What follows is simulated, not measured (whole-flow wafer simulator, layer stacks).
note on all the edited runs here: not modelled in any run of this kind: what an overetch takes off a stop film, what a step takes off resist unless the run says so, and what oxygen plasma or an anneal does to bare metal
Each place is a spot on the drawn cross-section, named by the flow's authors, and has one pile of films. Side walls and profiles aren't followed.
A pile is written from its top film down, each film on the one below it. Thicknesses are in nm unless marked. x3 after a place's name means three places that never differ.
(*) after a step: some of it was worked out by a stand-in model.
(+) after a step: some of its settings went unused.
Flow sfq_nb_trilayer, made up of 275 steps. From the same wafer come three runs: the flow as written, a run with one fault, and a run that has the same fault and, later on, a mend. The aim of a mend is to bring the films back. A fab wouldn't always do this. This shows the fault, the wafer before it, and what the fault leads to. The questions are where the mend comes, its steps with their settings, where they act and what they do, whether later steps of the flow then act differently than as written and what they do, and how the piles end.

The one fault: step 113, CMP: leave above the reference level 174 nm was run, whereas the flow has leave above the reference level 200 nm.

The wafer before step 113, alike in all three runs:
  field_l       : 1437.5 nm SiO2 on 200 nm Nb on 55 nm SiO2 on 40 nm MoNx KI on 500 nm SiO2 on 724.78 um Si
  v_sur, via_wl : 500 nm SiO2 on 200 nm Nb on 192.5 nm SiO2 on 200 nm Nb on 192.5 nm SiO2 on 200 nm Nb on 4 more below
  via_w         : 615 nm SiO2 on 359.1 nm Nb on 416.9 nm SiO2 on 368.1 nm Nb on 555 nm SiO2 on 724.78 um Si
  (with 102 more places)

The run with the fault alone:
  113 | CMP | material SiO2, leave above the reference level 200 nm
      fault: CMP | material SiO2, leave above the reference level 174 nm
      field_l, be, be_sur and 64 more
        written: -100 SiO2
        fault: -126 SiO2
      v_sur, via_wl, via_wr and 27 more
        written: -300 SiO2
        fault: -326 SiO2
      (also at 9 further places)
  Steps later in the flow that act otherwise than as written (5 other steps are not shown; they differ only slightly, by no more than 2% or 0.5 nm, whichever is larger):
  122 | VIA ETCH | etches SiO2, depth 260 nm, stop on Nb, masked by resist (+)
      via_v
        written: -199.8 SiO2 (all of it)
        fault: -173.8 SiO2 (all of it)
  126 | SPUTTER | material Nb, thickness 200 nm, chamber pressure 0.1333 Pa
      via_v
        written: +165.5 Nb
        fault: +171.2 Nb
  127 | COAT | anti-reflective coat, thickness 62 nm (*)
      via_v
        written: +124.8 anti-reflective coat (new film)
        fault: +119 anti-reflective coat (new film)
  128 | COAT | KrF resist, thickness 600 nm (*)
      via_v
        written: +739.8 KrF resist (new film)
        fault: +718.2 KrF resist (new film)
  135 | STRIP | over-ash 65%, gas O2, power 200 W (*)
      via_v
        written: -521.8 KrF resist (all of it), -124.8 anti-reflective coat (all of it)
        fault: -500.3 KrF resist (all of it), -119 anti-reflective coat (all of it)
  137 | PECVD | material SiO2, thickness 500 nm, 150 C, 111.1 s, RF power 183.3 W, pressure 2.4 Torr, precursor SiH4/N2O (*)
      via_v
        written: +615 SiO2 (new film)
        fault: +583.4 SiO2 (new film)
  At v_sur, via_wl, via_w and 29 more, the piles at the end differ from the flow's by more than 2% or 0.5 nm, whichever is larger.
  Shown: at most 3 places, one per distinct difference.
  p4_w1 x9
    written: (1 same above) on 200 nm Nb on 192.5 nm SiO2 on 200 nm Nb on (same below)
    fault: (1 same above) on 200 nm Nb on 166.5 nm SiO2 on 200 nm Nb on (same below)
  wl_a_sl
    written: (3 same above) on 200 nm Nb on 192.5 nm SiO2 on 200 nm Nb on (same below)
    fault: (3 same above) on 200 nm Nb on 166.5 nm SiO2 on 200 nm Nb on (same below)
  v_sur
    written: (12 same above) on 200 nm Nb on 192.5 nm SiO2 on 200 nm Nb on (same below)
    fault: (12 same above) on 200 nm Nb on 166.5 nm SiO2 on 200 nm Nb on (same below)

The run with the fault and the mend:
  The mend follows step 114.
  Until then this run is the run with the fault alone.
  114a | PECVD | material SiO2, thickness 26 nm, 150 C, 5.778 s, RF power 183.3 W, pressure 2.4 Torr, precursor SiH4/N2O (a further turn of the flow's step 112, with different settings)
      field_l, v_sur, via_wl and 103 more
        +26 SiO2
  Every later step of the flow that is run acts as written, at every place that is followed, to within 2% or 0.5 nm, whichever is larger.
  By the end, the piles equal the flow's at every place that both follow.
